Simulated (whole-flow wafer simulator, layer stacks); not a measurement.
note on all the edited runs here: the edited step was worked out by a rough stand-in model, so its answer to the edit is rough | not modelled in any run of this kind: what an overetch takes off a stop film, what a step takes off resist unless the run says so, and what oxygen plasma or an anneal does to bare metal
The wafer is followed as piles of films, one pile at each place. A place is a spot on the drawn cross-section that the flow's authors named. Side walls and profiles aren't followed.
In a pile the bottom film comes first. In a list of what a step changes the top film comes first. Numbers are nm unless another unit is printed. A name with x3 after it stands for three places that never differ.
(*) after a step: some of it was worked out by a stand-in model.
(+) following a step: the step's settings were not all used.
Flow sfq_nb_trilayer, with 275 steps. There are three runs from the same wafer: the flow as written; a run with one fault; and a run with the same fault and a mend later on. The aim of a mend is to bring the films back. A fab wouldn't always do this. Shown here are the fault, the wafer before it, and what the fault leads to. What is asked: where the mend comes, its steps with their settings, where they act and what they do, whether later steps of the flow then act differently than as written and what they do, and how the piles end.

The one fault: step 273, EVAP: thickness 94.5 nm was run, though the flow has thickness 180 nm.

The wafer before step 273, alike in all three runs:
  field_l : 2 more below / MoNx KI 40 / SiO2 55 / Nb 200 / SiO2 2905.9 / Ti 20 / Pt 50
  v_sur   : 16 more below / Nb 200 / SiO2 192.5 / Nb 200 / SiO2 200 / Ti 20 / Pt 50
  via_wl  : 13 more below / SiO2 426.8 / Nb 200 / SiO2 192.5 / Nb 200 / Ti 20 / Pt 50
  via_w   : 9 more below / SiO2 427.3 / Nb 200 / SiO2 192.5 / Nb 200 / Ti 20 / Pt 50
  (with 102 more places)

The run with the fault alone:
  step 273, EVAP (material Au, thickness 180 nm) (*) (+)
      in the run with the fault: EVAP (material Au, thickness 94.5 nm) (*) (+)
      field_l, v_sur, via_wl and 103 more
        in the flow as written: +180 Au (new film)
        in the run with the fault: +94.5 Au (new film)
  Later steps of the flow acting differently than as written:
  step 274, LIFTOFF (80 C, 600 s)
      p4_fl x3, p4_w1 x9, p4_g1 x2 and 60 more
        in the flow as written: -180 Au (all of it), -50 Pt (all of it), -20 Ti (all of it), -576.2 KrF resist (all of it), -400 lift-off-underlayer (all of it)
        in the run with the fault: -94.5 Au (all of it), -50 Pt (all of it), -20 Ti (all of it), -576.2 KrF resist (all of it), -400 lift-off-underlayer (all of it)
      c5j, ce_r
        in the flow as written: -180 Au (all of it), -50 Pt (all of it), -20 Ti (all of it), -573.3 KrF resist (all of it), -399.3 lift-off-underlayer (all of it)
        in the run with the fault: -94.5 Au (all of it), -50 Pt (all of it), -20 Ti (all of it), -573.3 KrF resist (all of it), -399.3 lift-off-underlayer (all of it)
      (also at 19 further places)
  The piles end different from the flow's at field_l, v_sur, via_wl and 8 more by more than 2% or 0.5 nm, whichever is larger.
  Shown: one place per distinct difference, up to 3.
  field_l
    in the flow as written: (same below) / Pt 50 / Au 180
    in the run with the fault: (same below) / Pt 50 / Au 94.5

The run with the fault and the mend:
  After step 273 comes the mend.
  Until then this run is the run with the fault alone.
  step 273a, EVAP (material Au, thickness 85.5 nm) (*) (+) (a further turn of the flow's step 273, with different settings)
      field_l, v_sur, via_wl and 103 more
        +85.5 Au
  None of the later steps of the flow acts differently than as written at any place that is followed.
  By the end, the piles equal the flow's at every place that both follow.
